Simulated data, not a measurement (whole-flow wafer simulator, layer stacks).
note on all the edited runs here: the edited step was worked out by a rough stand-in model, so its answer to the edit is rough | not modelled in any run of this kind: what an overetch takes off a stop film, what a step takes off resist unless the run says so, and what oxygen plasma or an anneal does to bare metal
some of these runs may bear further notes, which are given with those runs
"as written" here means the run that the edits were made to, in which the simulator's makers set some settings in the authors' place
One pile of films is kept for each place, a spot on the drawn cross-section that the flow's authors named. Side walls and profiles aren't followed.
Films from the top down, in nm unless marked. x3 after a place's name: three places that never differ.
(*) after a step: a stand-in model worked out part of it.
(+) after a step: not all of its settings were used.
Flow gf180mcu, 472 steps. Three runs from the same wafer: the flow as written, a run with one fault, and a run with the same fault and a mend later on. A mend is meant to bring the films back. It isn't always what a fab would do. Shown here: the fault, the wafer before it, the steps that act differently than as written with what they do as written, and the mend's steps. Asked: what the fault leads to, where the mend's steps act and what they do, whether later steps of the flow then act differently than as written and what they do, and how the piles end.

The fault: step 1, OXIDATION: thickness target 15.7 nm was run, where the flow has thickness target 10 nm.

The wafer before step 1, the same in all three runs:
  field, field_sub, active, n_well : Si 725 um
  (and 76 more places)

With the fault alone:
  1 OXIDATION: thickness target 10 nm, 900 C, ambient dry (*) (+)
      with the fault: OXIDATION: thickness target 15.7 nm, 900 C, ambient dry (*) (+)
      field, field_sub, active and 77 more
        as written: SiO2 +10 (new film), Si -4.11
        with the fault: SiO2 +15.7 (new film), Si -6.62
  Later steps of the flow that act differently than as written (93 more steps differ only slightly, by at most 2% or 0.5 nm, whichever is larger, and aren't shown):
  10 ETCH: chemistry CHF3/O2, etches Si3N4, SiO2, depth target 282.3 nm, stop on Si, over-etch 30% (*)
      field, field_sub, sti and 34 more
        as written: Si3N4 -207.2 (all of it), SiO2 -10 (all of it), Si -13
        with the fault: Si3N4 -207.2 (all of it), SiO2 -15.7 (all of it), Si -11.9
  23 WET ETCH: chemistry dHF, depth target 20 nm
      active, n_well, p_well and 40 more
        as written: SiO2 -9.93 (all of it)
        with the fault: SiO2 -15.6 (all of it)
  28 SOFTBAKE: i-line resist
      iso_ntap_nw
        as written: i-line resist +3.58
        with the fault: i-line resist +4.12
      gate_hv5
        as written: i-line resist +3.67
        with the fault: i-line resist +4.28
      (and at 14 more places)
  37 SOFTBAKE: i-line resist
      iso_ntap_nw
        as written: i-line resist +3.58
        with the fault: i-line resist +4.12
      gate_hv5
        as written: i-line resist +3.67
        with the fault: i-line resist +4.28
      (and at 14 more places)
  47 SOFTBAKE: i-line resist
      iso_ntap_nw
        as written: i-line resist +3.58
        with the fault: i-line resist +4.12
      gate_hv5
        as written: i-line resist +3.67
        with the fault: i-line resist +4.28
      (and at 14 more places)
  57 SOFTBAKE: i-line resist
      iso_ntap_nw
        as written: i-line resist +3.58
        with the fault: i-line resist +4.12
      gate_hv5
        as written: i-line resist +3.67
        with the fault: i-line resist +4.28
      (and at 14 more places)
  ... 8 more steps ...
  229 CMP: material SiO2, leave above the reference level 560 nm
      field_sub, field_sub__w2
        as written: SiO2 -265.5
        with the fault: SiO2 -271.9
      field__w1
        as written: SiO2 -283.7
        with the fault: SiO2 -289.9
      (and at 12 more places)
  At the end the piles differ from the flow's by more than 2% or 0.5 nm, whichever is larger, at ld_sd_n.
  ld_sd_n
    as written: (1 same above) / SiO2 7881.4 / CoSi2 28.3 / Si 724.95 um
    with the fault: (1 same above) / SiO2 7881.4 / CoSi2 27.7 / Si 724.95 um

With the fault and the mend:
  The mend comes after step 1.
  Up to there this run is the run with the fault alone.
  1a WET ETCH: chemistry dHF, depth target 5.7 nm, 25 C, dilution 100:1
      field, field_sub, active and 77 more
        SiO2 -5.7
  No later step of the flow acts differently than as written at any place that is followed.
  At the end the piles differ from the flow's only slightly at the places that both follow, by at most 2% or 0.5 nm, whichever is larger.
